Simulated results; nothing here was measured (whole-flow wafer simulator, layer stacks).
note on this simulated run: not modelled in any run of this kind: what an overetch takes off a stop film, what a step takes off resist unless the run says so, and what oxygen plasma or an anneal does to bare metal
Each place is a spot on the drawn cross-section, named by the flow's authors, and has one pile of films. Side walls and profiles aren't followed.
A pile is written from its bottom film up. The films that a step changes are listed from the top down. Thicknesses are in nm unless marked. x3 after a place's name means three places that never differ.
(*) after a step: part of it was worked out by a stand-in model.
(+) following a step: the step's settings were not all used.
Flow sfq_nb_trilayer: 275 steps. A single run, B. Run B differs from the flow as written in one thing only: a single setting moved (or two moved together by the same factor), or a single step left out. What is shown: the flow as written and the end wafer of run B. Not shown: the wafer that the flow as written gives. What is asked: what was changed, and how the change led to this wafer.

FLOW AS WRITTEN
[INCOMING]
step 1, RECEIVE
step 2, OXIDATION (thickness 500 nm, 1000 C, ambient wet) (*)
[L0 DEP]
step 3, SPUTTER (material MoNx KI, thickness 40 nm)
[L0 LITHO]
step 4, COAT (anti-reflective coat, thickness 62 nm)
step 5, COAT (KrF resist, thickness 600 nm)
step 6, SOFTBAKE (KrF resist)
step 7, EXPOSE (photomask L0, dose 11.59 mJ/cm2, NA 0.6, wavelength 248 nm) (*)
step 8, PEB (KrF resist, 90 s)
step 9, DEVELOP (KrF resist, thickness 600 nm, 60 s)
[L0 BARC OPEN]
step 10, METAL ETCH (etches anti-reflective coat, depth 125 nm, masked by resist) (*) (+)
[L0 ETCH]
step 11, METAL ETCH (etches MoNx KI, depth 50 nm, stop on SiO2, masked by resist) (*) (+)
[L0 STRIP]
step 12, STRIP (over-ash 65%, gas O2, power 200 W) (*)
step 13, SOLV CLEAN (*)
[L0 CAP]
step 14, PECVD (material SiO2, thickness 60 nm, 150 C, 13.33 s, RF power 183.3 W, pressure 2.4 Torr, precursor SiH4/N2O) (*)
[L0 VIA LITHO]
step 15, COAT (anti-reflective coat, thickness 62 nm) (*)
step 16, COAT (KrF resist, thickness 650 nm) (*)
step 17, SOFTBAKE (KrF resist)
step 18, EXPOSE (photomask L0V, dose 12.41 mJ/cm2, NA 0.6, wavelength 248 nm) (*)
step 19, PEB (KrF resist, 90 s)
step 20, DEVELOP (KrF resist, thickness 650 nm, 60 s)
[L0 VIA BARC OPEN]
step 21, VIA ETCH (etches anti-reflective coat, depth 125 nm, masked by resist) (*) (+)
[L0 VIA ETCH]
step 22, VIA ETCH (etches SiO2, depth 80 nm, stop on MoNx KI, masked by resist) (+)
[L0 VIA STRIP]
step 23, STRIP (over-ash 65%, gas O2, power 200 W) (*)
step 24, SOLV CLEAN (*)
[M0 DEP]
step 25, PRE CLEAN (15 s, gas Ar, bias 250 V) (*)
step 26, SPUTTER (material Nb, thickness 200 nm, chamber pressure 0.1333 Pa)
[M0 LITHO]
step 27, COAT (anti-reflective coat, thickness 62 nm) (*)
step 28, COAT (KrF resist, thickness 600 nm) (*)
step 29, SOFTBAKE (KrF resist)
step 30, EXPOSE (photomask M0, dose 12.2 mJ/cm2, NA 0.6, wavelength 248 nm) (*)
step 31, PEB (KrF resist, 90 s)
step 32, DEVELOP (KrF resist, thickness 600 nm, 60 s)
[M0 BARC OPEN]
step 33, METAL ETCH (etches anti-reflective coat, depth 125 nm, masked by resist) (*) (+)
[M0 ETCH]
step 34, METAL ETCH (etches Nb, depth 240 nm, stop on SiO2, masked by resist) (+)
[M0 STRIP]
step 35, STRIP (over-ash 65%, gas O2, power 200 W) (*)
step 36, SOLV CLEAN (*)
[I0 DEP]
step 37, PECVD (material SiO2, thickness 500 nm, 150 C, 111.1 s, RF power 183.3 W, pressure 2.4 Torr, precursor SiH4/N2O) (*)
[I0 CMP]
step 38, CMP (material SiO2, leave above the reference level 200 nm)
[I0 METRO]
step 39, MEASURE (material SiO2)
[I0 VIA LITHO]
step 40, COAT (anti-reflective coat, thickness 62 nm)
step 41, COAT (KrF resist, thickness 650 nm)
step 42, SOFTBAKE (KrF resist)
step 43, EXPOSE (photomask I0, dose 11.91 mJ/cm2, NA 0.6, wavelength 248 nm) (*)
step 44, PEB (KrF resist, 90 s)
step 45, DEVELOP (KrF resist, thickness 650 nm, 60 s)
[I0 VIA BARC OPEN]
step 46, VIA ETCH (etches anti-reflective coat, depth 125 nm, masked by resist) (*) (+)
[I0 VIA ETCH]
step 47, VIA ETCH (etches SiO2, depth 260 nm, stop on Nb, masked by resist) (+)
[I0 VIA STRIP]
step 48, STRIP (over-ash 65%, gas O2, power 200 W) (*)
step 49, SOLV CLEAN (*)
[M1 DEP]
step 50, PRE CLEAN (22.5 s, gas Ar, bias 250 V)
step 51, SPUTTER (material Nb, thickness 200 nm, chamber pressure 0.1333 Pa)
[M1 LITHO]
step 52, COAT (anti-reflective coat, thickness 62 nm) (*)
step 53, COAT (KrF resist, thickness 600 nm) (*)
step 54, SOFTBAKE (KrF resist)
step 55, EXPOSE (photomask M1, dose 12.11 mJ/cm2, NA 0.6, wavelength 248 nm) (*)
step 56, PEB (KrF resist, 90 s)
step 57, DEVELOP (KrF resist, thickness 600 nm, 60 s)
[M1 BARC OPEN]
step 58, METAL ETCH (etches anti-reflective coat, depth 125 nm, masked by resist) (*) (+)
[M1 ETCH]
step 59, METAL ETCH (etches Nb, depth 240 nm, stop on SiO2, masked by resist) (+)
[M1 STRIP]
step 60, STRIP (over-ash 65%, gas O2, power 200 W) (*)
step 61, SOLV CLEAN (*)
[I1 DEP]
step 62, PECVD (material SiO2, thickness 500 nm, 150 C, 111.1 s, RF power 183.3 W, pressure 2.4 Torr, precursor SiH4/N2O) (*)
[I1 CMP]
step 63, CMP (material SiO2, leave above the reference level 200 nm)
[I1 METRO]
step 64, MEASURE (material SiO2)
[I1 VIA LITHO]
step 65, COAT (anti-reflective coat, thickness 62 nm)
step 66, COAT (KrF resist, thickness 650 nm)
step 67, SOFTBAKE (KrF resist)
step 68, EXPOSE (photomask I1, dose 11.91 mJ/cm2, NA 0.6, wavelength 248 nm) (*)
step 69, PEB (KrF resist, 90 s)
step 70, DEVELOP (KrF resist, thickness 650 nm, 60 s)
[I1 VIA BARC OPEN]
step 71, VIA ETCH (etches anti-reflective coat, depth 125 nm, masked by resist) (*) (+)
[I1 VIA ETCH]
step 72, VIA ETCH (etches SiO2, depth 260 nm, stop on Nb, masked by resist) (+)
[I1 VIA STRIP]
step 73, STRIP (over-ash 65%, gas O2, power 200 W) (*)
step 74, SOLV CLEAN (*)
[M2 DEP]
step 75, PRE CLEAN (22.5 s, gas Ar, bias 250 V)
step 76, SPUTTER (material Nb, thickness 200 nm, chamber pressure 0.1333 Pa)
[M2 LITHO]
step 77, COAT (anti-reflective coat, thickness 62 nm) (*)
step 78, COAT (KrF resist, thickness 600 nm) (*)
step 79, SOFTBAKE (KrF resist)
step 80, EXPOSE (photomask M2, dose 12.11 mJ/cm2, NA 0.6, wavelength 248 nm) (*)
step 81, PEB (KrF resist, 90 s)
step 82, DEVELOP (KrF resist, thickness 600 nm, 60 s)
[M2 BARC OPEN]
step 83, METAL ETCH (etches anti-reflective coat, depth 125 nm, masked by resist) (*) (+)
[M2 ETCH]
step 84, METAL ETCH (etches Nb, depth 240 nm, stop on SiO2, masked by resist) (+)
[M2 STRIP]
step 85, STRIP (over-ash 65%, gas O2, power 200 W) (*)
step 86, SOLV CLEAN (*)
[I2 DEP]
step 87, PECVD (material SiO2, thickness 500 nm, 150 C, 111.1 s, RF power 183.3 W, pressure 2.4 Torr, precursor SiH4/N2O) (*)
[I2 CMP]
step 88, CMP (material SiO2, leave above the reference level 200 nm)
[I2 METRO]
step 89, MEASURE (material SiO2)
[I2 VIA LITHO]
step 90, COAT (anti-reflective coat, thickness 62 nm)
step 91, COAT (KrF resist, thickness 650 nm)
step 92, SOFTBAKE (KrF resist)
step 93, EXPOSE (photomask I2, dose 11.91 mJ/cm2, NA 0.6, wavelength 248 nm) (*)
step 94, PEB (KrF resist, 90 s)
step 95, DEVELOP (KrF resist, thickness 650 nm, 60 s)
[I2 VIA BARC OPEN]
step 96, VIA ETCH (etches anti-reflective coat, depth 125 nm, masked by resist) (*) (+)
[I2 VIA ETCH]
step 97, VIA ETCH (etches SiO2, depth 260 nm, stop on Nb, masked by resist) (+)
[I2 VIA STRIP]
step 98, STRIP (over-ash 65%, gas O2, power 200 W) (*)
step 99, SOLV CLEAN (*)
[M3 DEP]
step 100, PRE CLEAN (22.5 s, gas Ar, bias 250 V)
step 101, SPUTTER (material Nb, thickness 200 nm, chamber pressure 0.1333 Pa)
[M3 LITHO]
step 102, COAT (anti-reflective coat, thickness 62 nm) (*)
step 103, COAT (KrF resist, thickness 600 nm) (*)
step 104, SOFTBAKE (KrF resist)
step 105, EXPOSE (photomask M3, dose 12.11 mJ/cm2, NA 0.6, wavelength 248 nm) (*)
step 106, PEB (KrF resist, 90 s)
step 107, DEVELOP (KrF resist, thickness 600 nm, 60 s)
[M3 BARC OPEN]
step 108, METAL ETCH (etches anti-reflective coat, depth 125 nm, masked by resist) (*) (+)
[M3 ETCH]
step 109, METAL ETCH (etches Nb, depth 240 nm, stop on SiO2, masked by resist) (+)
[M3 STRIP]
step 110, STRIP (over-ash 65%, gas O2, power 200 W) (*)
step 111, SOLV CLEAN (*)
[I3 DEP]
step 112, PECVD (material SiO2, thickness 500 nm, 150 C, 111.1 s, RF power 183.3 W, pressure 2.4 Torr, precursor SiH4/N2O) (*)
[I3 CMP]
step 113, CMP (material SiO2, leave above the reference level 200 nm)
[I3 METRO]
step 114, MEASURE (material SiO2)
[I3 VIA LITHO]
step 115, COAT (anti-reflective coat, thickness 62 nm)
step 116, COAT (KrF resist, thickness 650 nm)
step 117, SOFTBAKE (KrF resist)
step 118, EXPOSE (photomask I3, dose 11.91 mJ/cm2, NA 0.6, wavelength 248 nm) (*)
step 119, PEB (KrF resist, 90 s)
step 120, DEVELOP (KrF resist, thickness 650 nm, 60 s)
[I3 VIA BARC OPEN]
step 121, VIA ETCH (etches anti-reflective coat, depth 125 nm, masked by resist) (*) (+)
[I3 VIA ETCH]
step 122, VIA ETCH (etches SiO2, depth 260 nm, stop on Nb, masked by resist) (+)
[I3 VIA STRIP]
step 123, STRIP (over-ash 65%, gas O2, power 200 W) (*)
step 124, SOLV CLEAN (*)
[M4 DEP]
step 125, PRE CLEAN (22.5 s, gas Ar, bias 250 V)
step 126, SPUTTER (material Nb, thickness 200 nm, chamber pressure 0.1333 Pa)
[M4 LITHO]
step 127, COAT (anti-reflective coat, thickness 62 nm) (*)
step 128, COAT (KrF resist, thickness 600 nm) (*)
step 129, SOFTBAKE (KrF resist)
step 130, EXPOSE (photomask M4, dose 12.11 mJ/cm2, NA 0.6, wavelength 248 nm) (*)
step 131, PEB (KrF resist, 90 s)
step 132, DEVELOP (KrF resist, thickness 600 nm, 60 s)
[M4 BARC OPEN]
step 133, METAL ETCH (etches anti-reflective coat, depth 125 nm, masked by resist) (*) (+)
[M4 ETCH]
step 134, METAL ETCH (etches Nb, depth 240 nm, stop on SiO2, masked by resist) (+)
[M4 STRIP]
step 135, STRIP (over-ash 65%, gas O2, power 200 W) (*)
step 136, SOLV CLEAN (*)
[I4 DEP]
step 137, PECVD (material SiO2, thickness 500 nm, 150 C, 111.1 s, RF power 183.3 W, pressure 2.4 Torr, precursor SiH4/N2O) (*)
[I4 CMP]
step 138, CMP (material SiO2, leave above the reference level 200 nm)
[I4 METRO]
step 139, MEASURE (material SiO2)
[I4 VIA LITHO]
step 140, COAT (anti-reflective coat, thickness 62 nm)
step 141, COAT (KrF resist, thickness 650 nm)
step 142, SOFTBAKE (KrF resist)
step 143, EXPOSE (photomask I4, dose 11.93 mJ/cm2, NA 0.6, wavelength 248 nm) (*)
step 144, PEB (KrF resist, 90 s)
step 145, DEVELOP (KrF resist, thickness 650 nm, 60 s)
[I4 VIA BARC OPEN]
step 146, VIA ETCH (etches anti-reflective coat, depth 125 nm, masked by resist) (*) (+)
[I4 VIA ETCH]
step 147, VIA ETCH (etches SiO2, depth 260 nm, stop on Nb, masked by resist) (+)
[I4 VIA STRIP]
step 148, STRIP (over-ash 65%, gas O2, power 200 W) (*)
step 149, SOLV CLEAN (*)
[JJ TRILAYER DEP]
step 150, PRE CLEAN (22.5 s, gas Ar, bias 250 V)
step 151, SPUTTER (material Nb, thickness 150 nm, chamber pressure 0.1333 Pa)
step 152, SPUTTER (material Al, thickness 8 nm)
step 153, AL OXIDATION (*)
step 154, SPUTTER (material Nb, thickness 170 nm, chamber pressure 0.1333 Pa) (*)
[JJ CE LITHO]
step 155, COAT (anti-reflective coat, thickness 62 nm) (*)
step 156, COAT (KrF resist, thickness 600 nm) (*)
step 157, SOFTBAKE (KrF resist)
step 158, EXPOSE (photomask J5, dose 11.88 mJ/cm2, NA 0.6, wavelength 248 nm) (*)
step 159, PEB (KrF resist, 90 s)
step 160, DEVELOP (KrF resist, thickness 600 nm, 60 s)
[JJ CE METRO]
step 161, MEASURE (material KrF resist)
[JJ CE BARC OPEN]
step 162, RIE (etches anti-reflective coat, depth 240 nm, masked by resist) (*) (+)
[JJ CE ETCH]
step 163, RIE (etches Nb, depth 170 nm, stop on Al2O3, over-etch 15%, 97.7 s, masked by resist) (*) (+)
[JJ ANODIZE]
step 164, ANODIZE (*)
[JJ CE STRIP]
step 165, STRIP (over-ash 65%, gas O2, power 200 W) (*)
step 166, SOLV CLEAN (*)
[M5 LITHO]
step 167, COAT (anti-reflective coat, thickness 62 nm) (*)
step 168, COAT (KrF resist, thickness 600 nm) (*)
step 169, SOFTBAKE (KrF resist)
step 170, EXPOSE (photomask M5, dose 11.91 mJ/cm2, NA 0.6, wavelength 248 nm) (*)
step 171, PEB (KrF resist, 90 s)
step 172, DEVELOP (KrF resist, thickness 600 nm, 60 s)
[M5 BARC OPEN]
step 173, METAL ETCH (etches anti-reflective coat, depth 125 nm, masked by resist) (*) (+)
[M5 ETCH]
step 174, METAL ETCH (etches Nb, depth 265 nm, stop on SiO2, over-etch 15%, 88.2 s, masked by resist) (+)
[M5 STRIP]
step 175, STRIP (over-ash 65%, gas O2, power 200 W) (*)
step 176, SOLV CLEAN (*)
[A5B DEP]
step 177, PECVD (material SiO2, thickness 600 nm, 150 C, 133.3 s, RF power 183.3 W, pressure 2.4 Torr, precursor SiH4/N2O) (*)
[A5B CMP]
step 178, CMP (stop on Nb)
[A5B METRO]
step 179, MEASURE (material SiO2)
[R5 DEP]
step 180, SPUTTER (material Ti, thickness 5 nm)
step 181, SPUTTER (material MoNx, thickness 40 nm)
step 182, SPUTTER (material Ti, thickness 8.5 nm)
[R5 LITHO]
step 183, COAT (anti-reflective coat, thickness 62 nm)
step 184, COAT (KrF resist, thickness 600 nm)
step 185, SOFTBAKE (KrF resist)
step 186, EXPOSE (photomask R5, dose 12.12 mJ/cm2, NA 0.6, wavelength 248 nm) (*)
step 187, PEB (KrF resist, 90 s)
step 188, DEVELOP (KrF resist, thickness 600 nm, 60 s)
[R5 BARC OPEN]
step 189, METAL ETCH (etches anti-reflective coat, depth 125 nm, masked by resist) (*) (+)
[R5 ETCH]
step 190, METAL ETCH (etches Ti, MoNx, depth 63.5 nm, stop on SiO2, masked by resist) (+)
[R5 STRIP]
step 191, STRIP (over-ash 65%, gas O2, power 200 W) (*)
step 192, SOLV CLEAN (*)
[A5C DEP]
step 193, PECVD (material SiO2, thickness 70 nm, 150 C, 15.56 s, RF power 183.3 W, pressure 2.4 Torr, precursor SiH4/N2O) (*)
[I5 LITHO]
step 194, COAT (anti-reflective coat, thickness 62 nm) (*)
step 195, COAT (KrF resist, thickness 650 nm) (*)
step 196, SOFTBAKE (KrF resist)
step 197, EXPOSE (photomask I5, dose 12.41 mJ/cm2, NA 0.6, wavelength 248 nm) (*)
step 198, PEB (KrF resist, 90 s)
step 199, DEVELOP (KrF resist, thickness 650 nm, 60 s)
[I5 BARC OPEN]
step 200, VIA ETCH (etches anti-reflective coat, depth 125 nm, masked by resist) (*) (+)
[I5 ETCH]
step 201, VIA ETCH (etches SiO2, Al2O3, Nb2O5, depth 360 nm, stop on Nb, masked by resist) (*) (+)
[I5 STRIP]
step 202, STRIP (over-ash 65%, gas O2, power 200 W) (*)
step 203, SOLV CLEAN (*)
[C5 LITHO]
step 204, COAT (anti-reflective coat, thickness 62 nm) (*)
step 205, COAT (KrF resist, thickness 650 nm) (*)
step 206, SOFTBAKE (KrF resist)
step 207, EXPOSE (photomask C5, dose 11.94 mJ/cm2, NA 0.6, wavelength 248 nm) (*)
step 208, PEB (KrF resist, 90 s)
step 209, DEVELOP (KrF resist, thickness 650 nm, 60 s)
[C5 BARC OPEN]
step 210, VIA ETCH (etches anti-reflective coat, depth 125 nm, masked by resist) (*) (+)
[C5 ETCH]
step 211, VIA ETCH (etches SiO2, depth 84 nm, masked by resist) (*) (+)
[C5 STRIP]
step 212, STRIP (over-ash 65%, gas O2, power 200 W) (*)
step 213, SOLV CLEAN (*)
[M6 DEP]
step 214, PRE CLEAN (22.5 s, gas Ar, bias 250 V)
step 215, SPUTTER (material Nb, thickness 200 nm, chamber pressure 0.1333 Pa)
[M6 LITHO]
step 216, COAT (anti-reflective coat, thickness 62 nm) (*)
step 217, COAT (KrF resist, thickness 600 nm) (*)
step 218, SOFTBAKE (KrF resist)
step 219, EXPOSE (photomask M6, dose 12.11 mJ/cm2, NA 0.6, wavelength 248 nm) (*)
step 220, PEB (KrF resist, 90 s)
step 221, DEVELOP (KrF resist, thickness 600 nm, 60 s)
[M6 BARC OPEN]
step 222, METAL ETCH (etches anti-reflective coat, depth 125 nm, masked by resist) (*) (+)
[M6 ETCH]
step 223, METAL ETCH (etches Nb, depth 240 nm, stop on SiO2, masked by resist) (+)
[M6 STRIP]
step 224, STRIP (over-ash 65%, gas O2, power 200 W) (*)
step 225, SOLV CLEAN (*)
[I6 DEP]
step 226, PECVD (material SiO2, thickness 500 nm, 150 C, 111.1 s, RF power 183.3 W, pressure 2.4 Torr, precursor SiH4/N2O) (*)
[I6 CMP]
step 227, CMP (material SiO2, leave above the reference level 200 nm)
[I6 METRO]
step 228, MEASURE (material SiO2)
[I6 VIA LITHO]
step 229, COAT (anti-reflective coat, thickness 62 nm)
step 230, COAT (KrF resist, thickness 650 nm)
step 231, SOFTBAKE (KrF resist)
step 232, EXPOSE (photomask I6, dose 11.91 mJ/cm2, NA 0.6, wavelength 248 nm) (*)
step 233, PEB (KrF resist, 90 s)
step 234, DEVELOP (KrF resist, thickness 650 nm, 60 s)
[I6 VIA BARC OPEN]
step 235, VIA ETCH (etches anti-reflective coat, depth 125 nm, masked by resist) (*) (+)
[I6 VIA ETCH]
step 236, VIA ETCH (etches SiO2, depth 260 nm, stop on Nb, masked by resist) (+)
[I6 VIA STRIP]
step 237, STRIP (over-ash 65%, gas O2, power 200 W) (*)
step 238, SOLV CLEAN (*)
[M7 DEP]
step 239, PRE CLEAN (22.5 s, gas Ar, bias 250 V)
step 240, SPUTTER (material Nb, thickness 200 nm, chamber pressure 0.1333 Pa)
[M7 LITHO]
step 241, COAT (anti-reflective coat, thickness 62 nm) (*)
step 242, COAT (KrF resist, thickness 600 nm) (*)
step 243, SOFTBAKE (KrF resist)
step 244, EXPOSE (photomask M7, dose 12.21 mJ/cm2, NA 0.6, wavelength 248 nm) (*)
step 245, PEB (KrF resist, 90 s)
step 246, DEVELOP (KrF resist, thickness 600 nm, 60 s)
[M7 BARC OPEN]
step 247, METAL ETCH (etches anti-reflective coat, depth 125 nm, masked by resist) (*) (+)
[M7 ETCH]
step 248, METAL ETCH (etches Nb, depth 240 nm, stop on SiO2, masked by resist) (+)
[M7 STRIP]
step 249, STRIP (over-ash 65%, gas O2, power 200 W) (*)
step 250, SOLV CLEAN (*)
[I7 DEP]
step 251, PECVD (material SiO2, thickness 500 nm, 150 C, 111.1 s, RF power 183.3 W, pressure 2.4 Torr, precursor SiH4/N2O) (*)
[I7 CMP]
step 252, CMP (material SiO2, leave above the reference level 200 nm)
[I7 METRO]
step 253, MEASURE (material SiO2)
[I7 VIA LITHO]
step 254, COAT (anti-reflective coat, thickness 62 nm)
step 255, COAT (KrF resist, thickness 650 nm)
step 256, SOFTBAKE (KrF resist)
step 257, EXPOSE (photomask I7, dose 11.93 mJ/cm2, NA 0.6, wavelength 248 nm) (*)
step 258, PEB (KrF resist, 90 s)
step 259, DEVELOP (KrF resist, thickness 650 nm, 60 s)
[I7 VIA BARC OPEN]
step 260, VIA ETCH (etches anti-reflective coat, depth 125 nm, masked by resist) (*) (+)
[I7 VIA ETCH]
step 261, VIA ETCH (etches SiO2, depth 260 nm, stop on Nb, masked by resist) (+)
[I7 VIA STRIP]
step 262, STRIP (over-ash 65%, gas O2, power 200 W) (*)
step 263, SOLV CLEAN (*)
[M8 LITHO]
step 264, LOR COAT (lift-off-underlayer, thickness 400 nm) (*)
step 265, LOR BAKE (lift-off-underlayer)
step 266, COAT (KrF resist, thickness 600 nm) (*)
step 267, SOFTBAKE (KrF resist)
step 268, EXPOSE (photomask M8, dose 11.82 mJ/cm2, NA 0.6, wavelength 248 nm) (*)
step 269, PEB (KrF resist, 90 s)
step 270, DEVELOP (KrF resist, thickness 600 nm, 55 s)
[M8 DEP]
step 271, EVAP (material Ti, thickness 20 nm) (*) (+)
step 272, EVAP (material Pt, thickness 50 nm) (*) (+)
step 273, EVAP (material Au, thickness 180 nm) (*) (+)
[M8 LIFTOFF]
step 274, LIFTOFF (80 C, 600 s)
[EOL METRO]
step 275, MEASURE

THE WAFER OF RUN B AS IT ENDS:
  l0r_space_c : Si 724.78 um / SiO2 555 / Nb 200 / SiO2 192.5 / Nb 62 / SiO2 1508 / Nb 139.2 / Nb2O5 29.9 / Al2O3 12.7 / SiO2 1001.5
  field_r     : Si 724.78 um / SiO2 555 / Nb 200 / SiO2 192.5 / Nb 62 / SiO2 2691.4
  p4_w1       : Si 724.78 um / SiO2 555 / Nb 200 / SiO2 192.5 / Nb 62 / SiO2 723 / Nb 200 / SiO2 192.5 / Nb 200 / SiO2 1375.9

The reason: step 59, METAL ETCH: depth 138 nm was run, though the flow has depth 240 nm.

The path from the change to this, step by step:
  step 59, METAL ETCH (etches Nb, depth 240 nm, stop on SiO2, masked by resist) (+)
      field_l, be, be_sur and 79 more: -138 Nb (it would be, as written: -200 Nb (all of it))
      v_sur, via_wl, via_w and 21 more: -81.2 KrF resist (it would be, as written: -141.2 KrF resist)
  step 60, STRIP (over-ash 65%, gas O2, power 200 W) (*)
      wl_j_sl, wl_jj, wl_j_sr and 13 more: -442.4 KrF resist (all of it), -62 anti-reflective coat (all of it) (it would be, as written: -382.4 KrF resist (all of it), -62 anti-reflective coat (all of it))
      v_sur: -425.9 KrF resist (all of it), -61.1 anti-reflective coat (all of it) (it would be, as written: -365.9 KrF resist (all of it), -61.1 anti-reflective coat (all of it))
      (also at 7 further places)
  step 62, PECVD (material SiO2, thickness 500 nm, 150 C, 111.1 s, RF power 183.3 W, pressure 2.4 Torr, precursor SiH4/N2O) (*)
      field_l, be, be_sur and 72 more: +500 SiO2 (new film) (it would be, as written: +500 SiO2)
      lsp_m, ln_m6, lsp_r, l0_sur, l0v: +500 SiO2 (new film) (it would be, as written: +494.9 SiO2)
      (also at 2 further places)
  step 63, CMP (material SiO2, leave above the reference level 200 nm)
      field_l, be, be_sur and 72 more: -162 SiO2 (it would be, as written: -100 SiO2)
      lsp_m, ln_m6, lsp_r, l0_sur, l0v: -162 SiO2 (it would be, as written: -94.9 SiO2)
      (also at 2 further places)
With metal films that touch counted as one body, l0r_space_c has 3 bodies (between them, from the top down: SiO2 1508; SiO2 192.5); the flow as written gives 2 bodies (between them, from the top down: SiO2 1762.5).
With metal films that touch counted as one body, field_r has 2 bodies (between them, from the top down: SiO2 192.5); the flow as written gives 1 body.
With metal films that touch counted as one body, p4_w1 has 4 bodies (between them, from the top down: SiO2 192.5; SiO2 723; SiO2 192.5); the flow as written gives 3 bodies (between them, from the top down: SiO2 192.5; SiO2 977.5).
